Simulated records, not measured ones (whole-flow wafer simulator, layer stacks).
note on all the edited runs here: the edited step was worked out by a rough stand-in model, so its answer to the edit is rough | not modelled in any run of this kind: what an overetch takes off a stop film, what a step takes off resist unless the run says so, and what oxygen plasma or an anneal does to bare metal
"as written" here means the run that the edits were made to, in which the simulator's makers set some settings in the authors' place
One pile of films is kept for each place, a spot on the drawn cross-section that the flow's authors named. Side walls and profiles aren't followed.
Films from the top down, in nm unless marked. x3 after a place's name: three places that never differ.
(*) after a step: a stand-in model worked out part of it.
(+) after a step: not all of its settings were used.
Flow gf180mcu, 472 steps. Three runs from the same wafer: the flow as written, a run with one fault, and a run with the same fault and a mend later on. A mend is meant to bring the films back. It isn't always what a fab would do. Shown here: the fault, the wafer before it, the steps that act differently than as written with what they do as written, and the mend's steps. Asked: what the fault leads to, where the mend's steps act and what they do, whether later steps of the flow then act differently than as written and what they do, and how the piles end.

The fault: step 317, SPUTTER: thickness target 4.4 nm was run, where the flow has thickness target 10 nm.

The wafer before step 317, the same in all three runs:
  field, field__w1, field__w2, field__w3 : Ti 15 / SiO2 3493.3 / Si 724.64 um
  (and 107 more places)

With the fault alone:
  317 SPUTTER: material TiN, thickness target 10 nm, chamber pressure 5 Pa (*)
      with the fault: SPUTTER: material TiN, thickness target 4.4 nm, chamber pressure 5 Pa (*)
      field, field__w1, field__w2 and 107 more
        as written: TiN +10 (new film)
        with the fault: TiN +4.4 (new film)
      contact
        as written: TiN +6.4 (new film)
        with the fault: TiN +2.82 (new film)
  Later steps of the flow that act differently than as written (1 more step differs only slightly, by at most 2% or 0.5 nm, whichever is larger, and isn't shown):
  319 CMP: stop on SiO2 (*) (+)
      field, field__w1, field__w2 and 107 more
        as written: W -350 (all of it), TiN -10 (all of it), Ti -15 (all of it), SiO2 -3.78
        with the fault: W -350 (all of it), TiN -4.4 (all of it), Ti -15 (all of it), SiO2 -3.73
  At the end the piles differ from the flow's by more than 2% or 0.5 nm, whichever is larger, at contact.
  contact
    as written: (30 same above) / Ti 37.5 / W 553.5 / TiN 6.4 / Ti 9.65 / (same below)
    with the fault: (30 same above) / Ti 37.5 / W 557.1 / TiN 2.82 / Ti 9.65 / (same below)

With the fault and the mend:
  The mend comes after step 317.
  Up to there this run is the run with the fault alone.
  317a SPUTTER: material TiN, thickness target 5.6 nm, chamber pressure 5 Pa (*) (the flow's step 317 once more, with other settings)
      field, field__w1, field__w2 and 107 more
        TiN +5.6
      contact
        TiN +3.58
  No later step of the flow acts differently than as written at any place that is followed.
  At the end the piles are the same as the flow's at every place that both follow.
